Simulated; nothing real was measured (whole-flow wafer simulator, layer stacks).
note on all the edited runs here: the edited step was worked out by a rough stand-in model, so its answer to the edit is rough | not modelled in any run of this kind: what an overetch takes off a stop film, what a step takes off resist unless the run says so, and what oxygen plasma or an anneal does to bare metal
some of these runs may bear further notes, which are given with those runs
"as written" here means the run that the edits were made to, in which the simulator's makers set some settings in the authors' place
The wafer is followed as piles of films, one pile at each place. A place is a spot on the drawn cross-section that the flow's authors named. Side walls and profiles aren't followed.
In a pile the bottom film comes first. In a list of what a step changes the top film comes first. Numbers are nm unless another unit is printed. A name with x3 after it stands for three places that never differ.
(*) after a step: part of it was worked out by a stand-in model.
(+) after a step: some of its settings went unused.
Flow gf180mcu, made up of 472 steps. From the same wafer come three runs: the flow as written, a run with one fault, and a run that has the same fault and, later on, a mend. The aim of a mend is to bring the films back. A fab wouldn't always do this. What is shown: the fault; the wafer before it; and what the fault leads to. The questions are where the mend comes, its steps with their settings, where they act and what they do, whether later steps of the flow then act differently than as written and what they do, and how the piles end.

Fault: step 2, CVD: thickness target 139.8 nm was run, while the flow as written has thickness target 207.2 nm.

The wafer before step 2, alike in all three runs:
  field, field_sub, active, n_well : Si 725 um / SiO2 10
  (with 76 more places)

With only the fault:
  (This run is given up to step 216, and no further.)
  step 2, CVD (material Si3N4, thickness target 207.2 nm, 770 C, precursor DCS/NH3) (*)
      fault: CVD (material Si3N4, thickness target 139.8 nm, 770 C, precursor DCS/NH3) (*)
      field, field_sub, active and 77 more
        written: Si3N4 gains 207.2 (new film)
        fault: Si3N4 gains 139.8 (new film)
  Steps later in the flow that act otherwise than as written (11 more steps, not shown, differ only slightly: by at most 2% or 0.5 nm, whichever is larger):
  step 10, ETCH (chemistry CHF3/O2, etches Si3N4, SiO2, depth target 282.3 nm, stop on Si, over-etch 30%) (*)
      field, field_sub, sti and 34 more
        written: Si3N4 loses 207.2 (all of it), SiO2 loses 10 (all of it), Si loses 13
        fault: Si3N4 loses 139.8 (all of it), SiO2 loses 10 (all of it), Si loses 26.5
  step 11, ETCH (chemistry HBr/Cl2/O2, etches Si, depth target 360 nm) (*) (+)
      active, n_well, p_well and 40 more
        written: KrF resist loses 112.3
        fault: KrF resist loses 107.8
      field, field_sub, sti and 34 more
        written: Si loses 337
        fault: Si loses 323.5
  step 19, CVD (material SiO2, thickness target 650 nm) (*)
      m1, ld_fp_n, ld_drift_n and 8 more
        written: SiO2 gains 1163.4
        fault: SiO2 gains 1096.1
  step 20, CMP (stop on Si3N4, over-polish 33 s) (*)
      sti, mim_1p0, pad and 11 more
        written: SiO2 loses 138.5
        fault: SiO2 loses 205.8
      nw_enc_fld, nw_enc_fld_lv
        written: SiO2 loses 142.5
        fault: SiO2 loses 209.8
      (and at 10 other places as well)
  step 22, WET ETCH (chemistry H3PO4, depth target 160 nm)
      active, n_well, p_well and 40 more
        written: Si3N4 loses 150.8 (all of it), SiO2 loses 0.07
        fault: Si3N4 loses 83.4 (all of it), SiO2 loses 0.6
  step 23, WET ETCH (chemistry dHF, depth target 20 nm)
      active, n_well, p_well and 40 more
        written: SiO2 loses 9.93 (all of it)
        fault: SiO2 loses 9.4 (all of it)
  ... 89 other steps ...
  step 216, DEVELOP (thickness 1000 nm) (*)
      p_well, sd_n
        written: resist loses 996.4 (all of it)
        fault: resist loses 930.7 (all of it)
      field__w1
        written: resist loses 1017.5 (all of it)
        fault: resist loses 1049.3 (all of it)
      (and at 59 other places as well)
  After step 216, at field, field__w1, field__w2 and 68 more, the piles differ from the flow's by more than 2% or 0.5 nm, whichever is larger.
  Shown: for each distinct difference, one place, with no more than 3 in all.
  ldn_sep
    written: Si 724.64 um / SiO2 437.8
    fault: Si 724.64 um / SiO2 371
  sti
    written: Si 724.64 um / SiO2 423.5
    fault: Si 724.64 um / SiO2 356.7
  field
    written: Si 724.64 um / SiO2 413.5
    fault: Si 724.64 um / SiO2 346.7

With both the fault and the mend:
  The mend follows step 9.
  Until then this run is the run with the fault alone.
  step 9a, STRIP (chemistry O2/N2, power 2160 W, pressure 1700 mTorr) (*)
      active, n_well, p_well and 40 more
        KrF resist loses 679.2 (all of it)
  step 9b, CVD (material Si3N4, thickness target 67.33 nm, 770 C, precursor DCS/NH3) (*) (the flow's step 2, run once more with other settings)
      field, field_sub, active and 77 more
        Si3N4 gains 67.3
  step 9c, HMDS (120 C, 60 s) (the flow's step 4, run once more)
      alters no film at any place that is followed
  step 9d, COAT (KrF resist, thickness 700 nm) (the flow's step 5, run once more)
      field, field_sub, active and 77 more
        KrF resist gains 700 (new film)
  step 9e, SOFTBAKE (KrF resist) (the flow's step 6, run once more)
      alters no film at any place that is followed
  step 9f, EXPOSE (photomask COMP) (the flow's step 7, run once more)
      alters no film at any place that is followed
  step 9g, PEB (KrF resist, 135 C, 90 s) (the flow's step 8, run once more)
      field, field_sub, active and 77 more
        KrF resist loses 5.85
  step 9h, DEVELOP (thickness 700 nm, 60 s) (the flow's step 9, run once more)
      active, n_well, p_well and 40 more
        KrF resist loses 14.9
      field, field_sub, sti and 34 more
        KrF resist loses 694.2 (all of it)
  Every later step of the flow that is run acts as written, at every place that is followed, to within 2% or 0.5 nm, whichever is larger.
  The piles end the same as the flow's at every place that both follow.
